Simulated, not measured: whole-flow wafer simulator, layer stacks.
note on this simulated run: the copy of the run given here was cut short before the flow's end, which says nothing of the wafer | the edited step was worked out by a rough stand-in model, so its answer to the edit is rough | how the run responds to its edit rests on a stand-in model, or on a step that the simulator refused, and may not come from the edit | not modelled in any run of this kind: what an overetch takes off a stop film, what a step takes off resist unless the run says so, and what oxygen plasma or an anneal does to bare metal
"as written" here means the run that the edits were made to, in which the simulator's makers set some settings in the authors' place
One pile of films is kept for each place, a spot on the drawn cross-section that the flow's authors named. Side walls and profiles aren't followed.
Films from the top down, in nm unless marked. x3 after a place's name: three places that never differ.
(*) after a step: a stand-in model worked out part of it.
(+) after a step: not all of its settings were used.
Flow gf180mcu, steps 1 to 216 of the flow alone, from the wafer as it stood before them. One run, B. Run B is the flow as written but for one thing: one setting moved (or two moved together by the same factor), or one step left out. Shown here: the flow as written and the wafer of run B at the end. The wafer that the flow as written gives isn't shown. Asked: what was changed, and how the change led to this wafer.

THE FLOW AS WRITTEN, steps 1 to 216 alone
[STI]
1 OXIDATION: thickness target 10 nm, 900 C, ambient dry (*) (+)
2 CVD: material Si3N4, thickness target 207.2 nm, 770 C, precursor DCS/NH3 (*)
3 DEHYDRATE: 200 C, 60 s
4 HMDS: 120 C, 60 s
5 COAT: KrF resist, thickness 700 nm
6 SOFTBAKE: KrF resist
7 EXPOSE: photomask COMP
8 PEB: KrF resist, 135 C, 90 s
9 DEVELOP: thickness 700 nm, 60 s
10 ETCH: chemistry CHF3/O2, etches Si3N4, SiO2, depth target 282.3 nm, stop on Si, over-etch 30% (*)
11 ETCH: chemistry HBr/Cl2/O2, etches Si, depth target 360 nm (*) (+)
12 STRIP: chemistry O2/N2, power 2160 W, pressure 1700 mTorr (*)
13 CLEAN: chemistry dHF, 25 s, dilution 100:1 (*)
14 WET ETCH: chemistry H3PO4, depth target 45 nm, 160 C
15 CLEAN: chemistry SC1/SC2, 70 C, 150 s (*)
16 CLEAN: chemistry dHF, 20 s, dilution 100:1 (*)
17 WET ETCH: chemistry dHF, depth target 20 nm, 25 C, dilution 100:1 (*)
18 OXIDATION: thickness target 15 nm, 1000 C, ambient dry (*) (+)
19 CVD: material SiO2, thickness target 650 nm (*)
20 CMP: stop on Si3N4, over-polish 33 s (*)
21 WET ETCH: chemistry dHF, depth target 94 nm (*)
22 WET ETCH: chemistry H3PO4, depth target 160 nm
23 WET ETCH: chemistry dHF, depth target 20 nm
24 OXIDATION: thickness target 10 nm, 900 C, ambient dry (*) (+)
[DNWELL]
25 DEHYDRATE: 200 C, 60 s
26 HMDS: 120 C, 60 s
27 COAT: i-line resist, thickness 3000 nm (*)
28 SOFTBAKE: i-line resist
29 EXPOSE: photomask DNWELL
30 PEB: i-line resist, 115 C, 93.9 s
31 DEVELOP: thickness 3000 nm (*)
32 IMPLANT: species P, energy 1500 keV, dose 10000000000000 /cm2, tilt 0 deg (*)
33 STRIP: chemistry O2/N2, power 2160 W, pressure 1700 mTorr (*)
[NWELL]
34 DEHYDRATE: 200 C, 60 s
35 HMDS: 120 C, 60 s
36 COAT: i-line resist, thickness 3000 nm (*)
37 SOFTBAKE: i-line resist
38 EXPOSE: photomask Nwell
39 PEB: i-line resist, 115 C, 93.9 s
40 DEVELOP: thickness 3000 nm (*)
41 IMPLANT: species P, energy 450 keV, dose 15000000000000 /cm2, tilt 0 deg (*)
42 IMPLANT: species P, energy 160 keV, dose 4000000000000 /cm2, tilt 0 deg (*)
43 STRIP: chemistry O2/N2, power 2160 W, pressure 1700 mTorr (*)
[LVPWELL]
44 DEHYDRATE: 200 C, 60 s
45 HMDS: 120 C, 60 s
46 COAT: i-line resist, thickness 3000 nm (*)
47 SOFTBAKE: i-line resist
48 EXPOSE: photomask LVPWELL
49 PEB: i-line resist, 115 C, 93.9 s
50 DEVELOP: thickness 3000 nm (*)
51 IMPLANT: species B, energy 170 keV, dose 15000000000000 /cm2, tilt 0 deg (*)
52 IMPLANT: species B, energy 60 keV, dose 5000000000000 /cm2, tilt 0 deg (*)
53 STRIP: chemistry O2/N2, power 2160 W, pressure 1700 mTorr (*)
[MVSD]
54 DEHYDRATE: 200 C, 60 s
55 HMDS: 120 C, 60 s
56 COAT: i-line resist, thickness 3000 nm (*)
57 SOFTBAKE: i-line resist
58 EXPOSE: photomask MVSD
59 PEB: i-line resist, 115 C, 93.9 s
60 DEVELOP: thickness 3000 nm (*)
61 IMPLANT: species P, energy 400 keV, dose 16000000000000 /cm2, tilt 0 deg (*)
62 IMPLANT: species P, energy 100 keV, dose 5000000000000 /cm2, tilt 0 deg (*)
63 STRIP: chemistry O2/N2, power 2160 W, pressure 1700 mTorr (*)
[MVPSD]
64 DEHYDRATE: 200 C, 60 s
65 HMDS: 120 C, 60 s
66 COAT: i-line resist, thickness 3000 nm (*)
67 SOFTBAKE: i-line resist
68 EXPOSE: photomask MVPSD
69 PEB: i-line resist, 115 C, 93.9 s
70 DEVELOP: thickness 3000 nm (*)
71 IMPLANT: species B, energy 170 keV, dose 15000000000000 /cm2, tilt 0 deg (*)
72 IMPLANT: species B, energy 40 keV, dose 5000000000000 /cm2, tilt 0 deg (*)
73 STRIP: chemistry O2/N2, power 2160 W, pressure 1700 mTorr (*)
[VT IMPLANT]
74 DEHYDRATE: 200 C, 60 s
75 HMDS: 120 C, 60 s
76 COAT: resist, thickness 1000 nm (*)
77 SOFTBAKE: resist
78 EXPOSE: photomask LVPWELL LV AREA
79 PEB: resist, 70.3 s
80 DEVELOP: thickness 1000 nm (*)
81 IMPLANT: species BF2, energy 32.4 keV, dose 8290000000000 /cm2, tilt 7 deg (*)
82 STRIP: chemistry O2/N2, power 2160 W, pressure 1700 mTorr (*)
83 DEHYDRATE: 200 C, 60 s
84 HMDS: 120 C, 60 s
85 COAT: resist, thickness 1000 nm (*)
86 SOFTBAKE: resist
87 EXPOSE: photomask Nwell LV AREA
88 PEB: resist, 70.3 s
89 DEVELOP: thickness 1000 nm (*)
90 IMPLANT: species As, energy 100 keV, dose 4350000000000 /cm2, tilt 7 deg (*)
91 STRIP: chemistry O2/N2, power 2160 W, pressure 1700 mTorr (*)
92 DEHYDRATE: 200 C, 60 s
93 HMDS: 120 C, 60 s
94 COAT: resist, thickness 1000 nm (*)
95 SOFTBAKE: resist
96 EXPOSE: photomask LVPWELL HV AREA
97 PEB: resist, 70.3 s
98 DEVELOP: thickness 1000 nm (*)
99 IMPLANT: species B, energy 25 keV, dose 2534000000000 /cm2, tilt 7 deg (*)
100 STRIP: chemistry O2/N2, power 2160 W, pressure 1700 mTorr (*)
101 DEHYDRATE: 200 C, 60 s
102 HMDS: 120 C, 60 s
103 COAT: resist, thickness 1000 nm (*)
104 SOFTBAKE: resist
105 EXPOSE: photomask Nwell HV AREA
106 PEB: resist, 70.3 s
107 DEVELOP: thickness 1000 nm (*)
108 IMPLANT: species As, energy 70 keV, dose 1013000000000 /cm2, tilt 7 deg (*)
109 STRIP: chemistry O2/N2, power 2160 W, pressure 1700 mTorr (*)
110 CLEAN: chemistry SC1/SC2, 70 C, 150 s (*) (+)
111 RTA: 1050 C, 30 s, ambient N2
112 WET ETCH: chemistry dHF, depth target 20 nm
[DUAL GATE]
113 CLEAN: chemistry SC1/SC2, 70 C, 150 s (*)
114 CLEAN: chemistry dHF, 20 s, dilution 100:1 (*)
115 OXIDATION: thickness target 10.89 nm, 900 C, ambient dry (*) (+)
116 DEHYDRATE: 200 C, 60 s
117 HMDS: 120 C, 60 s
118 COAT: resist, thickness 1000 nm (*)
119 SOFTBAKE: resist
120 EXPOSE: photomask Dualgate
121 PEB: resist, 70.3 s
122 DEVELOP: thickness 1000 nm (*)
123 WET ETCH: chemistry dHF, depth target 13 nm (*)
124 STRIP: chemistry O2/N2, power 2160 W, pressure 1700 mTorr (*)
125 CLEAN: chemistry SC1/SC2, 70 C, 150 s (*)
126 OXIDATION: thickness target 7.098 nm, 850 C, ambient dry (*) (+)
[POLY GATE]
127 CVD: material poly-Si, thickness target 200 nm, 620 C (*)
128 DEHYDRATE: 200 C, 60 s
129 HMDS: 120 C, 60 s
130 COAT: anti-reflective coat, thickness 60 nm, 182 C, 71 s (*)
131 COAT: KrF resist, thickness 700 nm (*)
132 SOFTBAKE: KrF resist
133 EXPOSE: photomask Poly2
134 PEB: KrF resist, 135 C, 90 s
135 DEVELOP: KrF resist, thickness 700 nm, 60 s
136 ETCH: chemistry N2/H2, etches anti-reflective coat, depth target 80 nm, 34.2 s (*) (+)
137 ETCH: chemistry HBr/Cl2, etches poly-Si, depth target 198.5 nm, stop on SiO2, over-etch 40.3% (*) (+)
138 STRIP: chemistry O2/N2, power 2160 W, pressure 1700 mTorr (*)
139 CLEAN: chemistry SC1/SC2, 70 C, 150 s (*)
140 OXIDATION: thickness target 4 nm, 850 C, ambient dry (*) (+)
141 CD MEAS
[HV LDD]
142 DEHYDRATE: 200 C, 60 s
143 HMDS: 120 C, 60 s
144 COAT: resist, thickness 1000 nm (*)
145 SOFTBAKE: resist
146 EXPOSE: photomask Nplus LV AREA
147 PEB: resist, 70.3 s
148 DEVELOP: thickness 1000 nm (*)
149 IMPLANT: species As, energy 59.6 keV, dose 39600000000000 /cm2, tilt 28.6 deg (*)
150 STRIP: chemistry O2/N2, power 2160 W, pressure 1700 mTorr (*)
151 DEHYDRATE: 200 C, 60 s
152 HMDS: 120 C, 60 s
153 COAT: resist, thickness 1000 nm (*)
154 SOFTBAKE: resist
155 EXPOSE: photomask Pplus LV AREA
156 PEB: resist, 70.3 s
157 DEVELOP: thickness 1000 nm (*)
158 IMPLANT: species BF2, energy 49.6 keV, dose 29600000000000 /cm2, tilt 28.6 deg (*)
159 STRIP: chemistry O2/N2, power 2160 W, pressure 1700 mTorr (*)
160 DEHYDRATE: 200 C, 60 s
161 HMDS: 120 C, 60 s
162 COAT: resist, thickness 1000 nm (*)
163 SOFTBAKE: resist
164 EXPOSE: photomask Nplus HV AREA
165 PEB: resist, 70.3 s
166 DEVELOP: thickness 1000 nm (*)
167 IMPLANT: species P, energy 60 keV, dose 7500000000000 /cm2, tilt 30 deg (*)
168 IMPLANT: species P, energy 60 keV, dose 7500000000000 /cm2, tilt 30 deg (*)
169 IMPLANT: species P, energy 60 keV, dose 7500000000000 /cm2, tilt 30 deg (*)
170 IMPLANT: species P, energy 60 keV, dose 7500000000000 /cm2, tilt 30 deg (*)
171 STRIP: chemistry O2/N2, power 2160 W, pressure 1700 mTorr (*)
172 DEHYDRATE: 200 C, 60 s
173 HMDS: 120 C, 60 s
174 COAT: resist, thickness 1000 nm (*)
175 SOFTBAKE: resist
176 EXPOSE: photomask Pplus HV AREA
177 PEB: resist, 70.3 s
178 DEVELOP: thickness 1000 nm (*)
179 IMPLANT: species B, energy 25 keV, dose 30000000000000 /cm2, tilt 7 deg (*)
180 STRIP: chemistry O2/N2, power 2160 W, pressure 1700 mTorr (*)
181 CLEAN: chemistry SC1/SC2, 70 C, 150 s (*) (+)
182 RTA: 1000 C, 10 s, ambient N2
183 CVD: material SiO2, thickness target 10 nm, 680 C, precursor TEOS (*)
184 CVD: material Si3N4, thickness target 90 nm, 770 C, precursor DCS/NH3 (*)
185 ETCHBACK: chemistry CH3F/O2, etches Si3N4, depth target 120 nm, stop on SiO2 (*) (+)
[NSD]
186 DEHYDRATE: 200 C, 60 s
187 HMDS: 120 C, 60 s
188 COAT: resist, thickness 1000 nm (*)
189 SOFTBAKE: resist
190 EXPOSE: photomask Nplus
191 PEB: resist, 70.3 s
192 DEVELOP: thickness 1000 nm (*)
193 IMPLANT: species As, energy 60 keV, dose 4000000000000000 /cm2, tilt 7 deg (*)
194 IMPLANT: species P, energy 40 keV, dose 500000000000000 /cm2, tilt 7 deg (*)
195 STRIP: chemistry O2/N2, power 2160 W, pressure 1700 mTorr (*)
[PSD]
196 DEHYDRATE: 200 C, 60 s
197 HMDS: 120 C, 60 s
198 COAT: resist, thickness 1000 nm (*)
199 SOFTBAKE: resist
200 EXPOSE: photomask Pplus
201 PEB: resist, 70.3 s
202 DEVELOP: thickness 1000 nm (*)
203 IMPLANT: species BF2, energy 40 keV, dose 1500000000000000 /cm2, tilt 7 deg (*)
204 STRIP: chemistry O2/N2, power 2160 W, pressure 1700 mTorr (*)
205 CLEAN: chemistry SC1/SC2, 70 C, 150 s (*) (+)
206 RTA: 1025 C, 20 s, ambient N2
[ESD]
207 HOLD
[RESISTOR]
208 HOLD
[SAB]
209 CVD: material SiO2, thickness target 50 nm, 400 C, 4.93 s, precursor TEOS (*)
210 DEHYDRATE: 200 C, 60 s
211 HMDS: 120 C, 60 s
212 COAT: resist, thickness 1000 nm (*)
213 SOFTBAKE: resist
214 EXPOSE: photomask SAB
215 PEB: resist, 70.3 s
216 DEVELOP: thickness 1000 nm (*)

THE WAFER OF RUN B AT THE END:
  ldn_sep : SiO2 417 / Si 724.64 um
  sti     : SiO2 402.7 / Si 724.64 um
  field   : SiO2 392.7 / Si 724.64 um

The cause: step 21, WET ETCH: depth target 115 nm was run, where the flow has depth target 94 nm.

How the change led to this, step by step:
  21 WET ETCH: chemistry dHF, depth target 94 nm (*)
      active, n_well, p_well and 40 more: Si3N4 -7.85 (as written it would be: Si3N4 -6.43)
      field, field_sub, sti and 34 more: SiO2 -115 (as written it would be: SiO2 -94)
  28 SOFTBAKE: i-line resist
      nw_enc_fld: i-line resist +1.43 (as written it would be: i-line resist -1.36)
      ldn_fp, ldn_drn: i-line resist +2.33 (as written it would be: i-line resist +4.83)
      (and at 52 more places)
  37 SOFTBAKE: i-line resist
      nw_enc_fld: i-line resist +1.43 (as written it would be: i-line resist -1.36)
      ldn_fp, ldn_drn: i-line resist +2.33 (as written it would be: i-line resist +4.83)
      (and at 52 more places)
  47 SOFTBAKE: i-line resist
      nw_enc_fld: i-line resist +1.43 (as written it would be: i-line resist -1.36)
      ldn_fp, ldn_drn: i-line resist +2.33 (as written it would be: i-line resist +4.83)
      (and at 52 more places)
  57 SOFTBAKE: i-line resist
      nw_enc_fld: i-line resist +1.43 (as written it would be: i-line resist -1.36)
      ldn_fp, ldn_drn: i-line resist +2.33 (as written it would be: i-line resist +4.83)
      (and at 52 more places)
  67 SOFTBAKE: i-line resist
      nw_enc_fld: i-line resist +1.43 (as written it would be: i-line resist -1.36)
      ldn_fp, ldn_drn: i-line resist +2.33 (as written it would be: i-line resist +4.83)
      (and at 52 more places)
  77 SOFTBAKE: resist
      ldn_src, ldp_gr: resist +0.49 (as written it would be: resist +1.02)
      ldn_dft, ldp_dft: resist -0.47 (as written it would be: resist -0.98)
      (and at 22 more places)
  86 SOFTBAKE: resist
      ldn_src, ldp_gr: resist +0.49 (as written it would be: resist +1.02)
      ldn_dft, ldp_dft: resist -0.47 (as written it would be: resist -0.98)
      (and at 22 more places)
  95 SOFTBAKE: resist
      ldn_src, ldp_gr: resist +0.49 (as written it would be: resist +1.02)
      ldn_dft, ldp_dft: resist -0.47 (as written it would be: resist -0.98)
      (and at 22 more places)
  104 SOFTBAKE: resist
      ldn_src, ldp_gr: resist +0.49 (as written it would be: resist +1.02)
      ldn_dft, ldp_dft: resist -0.47 (as written it would be: resist -0.98)
      (and at 22 more places)
  118 COAT: resist, thickness 1000 nm (*)
      p_well, spacer, sd_n: resist +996 (new film) (as written it would be: resist +1016.4 (new film))
  119 SOFTBAKE: resist
      ldn_dft, ldp_dft: nothing (as written it would be: resist -0.55)
      field_sub: resist +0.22 (as written it would be: resist -0.73)
      (and at 24 more places)
  122 DEVELOP: thickness 1000 nm (*)
      p_well, spacer, sd_n: resist -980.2 (all of it) (as written it would be: resist -1000.3 (all of it))
  130 COAT: anti-reflective coat, thickness 60 nm, 182 C, 71 s (*)
      p_well, spacer, sd_n: anti-reflective coat +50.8 (new film) (as written it would be: anti-reflective coat +70.9 (new film))
      ldn_ch, ldp_ch: anti-reflective coat +59.9 (new film) (as written it would be: anti-reflective coat +66.7 (new film))
      (and at 76 more places)
  136 ETCH: chemistry N2/H2, etches anti-reflective coat, depth target 80 nm, 34.2 s (*) (+)
      p_well, spacer, sd_n: anti-reflective coat -50.8 (all of it), poly-Si -1.36 (as written it would be: anti-reflective coat -70.9 (all of it), poly-Si -0.85)
      ldn_dft, ldp_dft: anti-reflective coat -60.2 (all of it), poly-Si -1.12 (as written it would be: anti-reflective coat -48.7 (all of it), poly-Si -1.42)
      (and at 51 more places)
  138 STRIP: chemistry O2/N2, power 2160 W, pressure 1700 mTorr (*)
      gate: chemical SiO2 +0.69 (new film), KrF resist -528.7 (all of it), anti-reflective coat -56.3 (all of it), poly-Si -0.3 (as written it would be: chemical SiO2 +0.68 (new film), KrF resist -531.7 (all of it), anti-reflective coat -65.5 (all of it), poly-Si -0.3)
      gate_hv: chemical SiO2 +0.69 (new film), KrF resist -522.8 (all of it), anti-reflective coat -58.2 (all of it), poly-Si -0.3 (as written it would be: chemical SiO2 +0.68 (new film), KrF resist -528.4 (all of it), anti-reflective coat -61 (all of it), poly-Si -0.3)
      (and at 23 more places)
  ... 30 more steps ...
  216 DEVELOP: thickness 1000 nm (*)
      p_well, sd_n: resist -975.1 (all of it) (as written it would be: resist -996.4 (all of it))
      field__w6: resist -1064.4 (all of it) (as written it would be: resist -1026.2 (all of it))
      (and at 1 more place)
